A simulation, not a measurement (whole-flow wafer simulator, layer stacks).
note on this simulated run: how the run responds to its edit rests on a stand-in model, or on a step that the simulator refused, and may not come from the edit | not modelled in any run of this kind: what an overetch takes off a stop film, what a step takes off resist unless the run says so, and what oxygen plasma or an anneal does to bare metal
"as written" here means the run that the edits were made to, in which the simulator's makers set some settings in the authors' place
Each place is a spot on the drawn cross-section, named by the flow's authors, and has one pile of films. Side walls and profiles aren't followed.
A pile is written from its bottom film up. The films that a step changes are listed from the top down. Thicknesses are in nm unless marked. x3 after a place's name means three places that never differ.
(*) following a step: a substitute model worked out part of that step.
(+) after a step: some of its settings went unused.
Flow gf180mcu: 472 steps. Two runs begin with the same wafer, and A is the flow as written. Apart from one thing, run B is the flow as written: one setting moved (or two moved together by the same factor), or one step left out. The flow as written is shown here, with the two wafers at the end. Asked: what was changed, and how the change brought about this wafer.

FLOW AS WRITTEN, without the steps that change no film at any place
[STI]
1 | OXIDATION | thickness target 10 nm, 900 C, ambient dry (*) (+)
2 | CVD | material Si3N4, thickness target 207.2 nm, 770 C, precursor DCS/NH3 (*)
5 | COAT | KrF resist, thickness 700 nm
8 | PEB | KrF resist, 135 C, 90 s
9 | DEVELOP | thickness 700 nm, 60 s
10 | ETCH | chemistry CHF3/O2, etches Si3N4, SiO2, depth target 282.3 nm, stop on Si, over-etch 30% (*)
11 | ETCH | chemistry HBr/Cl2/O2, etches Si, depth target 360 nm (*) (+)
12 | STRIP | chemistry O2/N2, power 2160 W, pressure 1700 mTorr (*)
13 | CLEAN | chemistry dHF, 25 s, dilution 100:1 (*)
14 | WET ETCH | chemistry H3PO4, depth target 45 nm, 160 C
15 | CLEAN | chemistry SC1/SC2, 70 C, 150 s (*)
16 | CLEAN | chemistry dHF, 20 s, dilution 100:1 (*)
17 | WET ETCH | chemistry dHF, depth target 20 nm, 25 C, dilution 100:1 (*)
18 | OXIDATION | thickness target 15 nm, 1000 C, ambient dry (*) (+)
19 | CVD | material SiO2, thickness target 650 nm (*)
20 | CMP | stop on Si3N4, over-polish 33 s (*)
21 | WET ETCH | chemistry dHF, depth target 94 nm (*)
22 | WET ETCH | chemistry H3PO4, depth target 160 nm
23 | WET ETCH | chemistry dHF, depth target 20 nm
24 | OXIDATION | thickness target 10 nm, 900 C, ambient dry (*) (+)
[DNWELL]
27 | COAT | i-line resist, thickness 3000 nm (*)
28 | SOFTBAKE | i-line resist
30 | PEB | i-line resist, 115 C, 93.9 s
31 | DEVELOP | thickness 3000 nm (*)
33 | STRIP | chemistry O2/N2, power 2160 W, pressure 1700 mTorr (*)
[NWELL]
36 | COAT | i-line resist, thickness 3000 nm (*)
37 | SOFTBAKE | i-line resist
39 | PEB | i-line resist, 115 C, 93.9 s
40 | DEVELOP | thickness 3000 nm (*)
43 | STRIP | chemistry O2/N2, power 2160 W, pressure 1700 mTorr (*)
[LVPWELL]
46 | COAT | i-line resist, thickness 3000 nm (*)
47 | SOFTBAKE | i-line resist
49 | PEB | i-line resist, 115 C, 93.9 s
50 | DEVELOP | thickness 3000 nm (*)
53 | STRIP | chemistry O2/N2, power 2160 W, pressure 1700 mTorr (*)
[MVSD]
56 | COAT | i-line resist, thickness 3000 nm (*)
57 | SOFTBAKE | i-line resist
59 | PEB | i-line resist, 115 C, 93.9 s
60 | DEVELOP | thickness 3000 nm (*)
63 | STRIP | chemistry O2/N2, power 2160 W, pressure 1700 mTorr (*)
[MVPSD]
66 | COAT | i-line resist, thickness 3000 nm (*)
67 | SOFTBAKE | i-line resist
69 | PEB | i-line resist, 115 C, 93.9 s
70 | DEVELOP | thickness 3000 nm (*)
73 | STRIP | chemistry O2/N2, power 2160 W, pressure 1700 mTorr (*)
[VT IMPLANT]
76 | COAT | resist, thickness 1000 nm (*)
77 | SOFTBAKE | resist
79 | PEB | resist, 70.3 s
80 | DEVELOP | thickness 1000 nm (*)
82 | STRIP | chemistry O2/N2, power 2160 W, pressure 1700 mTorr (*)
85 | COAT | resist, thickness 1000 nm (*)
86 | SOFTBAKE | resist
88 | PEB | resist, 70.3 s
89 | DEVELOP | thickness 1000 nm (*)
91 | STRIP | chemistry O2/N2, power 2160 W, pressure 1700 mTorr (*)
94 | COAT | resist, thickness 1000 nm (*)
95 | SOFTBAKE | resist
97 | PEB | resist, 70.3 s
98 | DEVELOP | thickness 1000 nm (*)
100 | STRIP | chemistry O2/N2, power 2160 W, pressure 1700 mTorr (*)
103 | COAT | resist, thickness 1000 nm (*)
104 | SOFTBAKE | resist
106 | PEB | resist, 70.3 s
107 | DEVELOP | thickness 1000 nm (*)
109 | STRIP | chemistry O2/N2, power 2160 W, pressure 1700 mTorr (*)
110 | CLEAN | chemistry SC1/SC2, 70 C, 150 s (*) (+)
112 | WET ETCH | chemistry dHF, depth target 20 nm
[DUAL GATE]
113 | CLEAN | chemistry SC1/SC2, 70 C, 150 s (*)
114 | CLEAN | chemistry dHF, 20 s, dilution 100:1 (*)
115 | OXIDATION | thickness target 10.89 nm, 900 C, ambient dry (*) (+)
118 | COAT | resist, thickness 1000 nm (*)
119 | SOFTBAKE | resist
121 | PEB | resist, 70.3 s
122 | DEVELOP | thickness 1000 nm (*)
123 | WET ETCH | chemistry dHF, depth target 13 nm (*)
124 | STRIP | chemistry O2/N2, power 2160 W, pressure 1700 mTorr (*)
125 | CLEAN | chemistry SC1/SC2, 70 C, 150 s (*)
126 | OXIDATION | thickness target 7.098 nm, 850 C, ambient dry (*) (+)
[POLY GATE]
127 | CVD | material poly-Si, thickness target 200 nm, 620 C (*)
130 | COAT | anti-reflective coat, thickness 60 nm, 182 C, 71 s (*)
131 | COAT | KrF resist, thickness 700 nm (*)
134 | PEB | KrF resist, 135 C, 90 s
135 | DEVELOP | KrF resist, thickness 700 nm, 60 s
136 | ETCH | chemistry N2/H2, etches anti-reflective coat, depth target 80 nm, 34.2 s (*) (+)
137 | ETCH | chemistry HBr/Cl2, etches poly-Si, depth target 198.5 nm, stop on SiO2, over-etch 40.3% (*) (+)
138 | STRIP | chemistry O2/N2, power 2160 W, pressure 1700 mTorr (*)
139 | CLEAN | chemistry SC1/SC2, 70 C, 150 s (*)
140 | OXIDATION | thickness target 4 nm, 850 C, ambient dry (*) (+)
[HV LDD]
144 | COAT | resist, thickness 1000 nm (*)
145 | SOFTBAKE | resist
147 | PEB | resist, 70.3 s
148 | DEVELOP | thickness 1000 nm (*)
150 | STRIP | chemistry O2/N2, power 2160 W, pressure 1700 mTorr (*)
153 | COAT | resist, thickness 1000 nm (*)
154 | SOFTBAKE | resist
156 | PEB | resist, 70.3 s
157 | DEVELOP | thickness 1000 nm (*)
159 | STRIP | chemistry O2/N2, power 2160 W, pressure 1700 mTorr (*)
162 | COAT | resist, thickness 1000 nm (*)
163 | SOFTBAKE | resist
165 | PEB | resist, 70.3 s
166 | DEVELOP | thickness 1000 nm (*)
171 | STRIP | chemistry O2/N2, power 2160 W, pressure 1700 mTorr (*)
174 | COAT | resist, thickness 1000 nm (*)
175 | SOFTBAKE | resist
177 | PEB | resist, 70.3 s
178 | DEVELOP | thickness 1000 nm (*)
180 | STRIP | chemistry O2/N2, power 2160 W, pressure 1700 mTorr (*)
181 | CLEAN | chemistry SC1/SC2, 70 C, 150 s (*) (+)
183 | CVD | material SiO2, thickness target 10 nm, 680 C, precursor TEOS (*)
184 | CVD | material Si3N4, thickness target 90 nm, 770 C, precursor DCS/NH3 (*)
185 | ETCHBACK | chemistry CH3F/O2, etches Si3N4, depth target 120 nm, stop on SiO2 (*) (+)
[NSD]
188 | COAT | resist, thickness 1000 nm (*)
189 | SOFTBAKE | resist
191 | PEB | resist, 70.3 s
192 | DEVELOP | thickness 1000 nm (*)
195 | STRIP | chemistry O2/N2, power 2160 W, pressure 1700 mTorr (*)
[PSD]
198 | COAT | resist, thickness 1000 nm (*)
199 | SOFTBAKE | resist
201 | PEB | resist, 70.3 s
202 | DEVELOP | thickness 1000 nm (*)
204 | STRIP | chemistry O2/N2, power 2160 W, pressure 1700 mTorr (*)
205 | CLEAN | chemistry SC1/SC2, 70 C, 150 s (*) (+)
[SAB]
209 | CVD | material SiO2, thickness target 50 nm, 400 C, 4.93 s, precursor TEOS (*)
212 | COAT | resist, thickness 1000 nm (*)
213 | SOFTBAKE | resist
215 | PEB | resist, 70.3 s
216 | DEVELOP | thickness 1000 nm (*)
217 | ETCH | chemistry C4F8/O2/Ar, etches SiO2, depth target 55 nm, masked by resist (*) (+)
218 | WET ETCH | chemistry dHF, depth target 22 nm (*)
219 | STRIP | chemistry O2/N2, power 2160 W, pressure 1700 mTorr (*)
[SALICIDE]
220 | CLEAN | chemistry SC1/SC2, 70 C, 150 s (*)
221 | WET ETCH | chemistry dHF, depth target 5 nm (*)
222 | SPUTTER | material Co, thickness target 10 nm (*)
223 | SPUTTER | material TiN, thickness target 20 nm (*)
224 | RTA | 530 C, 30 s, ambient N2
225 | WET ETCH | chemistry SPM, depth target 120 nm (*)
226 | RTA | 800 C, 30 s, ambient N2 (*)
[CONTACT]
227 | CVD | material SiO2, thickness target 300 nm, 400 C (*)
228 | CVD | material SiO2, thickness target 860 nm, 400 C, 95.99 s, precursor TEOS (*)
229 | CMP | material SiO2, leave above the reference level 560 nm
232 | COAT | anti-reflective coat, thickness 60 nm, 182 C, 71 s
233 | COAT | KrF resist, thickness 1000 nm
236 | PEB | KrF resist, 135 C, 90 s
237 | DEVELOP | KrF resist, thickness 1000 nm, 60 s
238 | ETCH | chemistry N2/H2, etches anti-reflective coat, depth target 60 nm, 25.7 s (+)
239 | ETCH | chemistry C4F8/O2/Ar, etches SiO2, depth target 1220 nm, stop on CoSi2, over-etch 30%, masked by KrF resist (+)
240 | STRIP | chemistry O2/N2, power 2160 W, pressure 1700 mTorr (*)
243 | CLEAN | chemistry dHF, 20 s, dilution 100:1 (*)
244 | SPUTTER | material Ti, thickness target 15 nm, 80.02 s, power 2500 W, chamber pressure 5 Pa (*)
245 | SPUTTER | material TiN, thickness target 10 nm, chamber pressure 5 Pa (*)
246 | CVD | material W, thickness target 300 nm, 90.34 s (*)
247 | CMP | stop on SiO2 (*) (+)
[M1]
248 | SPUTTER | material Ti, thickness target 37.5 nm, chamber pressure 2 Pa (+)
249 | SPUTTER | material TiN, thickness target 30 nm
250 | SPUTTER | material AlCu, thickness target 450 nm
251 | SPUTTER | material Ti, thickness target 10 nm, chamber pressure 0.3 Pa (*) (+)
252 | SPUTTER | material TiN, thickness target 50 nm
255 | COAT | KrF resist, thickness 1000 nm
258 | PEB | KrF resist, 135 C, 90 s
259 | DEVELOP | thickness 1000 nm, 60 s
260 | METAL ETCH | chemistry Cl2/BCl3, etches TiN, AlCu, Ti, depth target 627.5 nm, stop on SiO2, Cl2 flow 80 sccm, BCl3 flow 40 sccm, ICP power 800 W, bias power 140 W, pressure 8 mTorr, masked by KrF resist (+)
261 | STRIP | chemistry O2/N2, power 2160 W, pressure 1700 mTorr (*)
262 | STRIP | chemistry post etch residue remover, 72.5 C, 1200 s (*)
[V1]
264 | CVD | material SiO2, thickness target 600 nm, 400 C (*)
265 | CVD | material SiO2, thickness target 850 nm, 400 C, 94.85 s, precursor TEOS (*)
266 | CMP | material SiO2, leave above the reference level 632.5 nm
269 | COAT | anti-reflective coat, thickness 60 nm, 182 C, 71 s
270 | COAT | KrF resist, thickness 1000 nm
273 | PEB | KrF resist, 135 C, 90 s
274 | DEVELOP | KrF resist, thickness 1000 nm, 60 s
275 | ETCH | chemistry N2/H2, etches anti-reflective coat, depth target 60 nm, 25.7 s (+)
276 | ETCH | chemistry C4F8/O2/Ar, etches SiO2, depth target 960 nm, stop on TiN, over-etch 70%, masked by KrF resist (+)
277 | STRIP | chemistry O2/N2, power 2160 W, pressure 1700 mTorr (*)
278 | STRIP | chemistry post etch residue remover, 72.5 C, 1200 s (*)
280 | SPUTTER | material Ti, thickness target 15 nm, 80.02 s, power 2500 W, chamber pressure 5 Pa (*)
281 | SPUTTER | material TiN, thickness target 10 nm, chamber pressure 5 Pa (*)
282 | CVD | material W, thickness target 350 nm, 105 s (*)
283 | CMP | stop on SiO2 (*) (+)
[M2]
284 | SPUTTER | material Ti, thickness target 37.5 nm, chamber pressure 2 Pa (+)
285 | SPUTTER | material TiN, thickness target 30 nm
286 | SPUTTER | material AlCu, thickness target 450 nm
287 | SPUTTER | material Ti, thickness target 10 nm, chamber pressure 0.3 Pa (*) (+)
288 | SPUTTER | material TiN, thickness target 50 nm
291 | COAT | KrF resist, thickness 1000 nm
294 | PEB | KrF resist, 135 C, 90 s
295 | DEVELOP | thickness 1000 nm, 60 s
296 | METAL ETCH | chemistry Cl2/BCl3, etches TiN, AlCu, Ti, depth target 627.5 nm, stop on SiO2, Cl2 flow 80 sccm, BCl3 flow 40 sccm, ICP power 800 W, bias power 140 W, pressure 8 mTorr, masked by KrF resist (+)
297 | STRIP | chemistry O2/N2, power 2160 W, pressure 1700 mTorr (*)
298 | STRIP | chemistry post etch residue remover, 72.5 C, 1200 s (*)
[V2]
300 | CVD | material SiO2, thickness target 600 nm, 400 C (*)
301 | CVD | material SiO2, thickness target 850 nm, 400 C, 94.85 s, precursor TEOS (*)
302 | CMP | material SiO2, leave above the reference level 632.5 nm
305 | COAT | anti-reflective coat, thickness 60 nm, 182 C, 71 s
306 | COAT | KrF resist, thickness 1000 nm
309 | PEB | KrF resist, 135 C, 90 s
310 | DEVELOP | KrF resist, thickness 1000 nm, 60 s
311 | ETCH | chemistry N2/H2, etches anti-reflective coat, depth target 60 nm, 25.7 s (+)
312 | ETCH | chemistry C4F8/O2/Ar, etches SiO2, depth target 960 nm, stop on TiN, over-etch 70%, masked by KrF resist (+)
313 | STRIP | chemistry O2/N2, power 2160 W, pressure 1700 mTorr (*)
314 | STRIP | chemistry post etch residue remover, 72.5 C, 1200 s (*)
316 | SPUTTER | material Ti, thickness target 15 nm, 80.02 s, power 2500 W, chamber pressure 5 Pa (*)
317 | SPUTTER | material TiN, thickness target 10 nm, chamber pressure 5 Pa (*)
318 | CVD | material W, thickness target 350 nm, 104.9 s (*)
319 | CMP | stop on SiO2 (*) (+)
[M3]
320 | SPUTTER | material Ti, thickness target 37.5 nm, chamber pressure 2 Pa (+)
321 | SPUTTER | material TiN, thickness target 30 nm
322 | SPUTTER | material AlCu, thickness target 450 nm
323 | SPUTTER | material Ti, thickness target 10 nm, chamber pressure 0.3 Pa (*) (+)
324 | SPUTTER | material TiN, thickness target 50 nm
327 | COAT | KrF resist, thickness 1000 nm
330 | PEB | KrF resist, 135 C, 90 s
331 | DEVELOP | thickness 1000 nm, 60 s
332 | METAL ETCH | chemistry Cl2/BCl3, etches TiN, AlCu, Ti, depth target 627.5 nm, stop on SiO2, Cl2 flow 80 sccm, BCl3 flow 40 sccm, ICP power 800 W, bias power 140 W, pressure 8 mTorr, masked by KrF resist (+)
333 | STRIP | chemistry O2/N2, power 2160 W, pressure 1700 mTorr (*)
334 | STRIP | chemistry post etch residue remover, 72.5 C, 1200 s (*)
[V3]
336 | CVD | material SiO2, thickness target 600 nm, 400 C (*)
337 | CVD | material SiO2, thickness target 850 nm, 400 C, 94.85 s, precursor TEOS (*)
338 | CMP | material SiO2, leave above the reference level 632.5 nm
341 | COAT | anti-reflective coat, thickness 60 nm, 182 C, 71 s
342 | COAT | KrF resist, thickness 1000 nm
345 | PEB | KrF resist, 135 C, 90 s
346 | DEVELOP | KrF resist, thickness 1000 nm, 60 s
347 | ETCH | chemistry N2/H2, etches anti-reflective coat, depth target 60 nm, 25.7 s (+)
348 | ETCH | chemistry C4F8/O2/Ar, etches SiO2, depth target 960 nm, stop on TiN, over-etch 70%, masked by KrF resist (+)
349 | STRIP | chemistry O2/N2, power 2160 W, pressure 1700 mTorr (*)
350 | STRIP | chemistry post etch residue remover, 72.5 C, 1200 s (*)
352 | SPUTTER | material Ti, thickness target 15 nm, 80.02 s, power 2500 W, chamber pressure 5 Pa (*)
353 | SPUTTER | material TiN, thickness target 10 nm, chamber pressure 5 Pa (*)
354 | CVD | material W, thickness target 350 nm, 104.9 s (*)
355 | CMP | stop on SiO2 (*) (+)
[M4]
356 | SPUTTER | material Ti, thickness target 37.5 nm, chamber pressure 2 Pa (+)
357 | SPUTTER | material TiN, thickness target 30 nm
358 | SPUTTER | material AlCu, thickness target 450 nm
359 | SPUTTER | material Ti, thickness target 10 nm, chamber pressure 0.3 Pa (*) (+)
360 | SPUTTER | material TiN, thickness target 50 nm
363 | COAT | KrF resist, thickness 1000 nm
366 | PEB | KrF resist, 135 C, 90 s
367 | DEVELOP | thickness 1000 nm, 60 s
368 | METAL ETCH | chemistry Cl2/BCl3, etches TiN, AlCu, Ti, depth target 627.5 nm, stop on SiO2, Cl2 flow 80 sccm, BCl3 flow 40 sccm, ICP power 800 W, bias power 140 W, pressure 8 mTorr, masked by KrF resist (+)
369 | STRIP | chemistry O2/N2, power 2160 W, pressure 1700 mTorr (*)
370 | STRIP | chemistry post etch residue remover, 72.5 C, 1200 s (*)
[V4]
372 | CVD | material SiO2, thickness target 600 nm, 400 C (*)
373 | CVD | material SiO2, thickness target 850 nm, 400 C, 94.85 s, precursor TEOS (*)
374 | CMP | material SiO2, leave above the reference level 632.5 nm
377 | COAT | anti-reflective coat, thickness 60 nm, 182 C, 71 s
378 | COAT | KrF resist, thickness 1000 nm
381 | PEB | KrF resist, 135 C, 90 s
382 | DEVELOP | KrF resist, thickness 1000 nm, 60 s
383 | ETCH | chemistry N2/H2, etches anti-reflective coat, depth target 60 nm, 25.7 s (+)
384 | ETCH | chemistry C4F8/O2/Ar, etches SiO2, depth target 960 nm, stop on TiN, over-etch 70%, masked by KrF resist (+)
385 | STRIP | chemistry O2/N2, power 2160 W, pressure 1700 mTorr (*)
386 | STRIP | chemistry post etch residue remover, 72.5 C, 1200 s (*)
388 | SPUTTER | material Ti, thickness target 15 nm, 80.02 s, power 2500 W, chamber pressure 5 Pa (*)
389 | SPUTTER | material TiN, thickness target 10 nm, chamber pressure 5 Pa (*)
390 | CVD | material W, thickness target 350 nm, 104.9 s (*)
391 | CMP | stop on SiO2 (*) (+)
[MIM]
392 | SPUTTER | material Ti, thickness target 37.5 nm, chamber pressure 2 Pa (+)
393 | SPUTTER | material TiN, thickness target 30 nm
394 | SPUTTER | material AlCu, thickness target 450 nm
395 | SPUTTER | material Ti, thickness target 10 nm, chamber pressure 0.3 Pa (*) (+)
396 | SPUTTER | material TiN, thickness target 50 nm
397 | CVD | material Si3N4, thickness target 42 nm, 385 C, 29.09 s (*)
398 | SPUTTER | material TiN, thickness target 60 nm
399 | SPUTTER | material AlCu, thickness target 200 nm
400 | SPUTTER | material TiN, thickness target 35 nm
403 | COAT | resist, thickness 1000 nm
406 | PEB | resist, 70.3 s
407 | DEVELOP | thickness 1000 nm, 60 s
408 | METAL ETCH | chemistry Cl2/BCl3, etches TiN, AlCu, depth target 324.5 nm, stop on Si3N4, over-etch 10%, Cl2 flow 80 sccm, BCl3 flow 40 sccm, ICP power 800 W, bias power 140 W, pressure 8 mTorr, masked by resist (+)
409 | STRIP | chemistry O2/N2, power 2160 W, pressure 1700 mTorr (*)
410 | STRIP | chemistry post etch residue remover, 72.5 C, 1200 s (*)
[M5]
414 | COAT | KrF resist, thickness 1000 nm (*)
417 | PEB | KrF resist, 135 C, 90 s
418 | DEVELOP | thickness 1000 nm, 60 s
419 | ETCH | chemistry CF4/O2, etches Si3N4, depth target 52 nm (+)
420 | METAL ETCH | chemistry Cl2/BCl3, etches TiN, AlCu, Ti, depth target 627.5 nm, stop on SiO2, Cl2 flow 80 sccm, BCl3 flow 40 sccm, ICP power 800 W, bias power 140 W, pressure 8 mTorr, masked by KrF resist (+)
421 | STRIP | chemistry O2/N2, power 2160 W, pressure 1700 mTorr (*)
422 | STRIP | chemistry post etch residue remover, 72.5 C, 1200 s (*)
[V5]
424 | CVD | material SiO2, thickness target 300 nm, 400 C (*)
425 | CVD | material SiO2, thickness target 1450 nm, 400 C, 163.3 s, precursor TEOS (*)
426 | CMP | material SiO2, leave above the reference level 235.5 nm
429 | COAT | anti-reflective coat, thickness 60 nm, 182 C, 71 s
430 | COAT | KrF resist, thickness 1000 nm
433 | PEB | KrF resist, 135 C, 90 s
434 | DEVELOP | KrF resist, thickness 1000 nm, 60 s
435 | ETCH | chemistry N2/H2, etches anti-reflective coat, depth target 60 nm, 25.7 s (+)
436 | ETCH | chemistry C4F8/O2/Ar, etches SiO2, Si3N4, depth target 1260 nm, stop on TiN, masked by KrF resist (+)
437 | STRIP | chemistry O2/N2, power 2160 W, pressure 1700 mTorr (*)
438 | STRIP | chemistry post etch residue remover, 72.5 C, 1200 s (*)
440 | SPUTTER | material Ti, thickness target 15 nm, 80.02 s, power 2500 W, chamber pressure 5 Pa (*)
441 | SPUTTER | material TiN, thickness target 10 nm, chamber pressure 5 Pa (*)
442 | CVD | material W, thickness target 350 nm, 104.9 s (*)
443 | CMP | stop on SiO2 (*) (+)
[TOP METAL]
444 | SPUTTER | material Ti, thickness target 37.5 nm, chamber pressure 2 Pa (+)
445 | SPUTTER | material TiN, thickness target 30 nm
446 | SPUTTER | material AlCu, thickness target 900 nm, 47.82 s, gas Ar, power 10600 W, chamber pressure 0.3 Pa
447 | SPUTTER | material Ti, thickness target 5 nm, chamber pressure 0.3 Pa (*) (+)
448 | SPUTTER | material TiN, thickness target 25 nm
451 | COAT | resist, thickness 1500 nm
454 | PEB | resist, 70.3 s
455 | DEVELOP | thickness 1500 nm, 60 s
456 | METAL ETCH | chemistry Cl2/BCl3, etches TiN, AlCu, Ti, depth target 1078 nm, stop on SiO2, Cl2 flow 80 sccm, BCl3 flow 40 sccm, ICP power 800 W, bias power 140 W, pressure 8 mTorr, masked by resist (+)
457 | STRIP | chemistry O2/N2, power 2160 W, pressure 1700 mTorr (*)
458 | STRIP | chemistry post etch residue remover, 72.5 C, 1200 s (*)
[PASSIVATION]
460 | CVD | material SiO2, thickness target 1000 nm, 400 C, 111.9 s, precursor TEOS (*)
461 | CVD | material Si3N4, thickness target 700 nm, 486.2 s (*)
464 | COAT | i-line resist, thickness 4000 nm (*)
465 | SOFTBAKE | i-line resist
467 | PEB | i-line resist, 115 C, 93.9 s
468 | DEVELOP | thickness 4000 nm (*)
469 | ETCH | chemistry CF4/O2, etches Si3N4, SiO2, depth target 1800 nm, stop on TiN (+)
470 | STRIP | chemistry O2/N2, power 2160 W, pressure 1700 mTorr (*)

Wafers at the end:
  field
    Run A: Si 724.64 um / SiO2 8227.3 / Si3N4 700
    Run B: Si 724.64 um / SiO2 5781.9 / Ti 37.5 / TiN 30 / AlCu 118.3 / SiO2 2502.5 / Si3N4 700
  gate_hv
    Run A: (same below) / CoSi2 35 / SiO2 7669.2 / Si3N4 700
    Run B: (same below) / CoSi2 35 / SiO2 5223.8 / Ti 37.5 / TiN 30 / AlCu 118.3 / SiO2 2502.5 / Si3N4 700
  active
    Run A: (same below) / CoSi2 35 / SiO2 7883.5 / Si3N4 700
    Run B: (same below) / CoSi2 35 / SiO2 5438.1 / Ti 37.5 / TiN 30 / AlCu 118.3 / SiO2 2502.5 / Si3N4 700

What caused this: step 394, SPUTTER: thickness target 693 nm was run, though the flow has thickness target 450 nm.

How this came from the change, step by step:
  394 | SPUTTER | material AlCu, thickness target 450 nm
      field, field__w1, field__w2 and 108 more: A AlCu gains 450 (new film) | B AlCu gains 693 (new film)
  420 | METAL ETCH | chemistry Cl2/BCl3, etches TiN, AlCu, Ti, depth target 627.5 nm, stop on SiO2, Cl2 flow 80 sccm, BCl3 flow 40 sccm, ICP power 800 W, bias power 140 W, pressure 8 mTorr, masked by KrF resist (+)
      field, field__w1, field__w2 and 101 more: A TiN loses 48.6 (all of it), Ti loses 10 (all of it), AlCu loses 450 (all of it), TiN loses 30 (all of it), Ti loses 37.5 (all of it) | B TiN loses 48.6 (all of it), Ti loses 10 (all of it), AlCu loses 568.9
  422 | STRIP | chemistry post etch residue remover, 72.5 C, 1200 s (*)
      field, field__w1, field__w2 and 101 more: A nothing | B AlCu loses 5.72
  424 | CVD | material SiO2, thickness target 300 nm, 400 C (*)
      field, field__w1, field__w2 and 101 more: A SiO2 gains 300 | B SiO2 gains 300 (new film)
  426 | CMP | material SiO2, leave above the reference level 235.5 nm
      field, field__w1, field__w5 and 92 more: A SiO2 loses 300.8 | B SiO2 loses 243.7
      field__w2, field__w3, field__w12 and 6 more: A SiO2 loses 272.7 | B SiO2 loses 212.9
With metal films that touch counted as one body, field has 1 body; the flow as written gives 0 bodies.
With metal films that touch counted as one body, gate_hv has 2 bodies (between them, from the top down: SiO2 5223.8); the flow as written gives 1 body.
With metal films that touch counted as one body, active has 2 bodies (between them, from the top down: SiO2 5438.1); the flow as written gives 1 body.
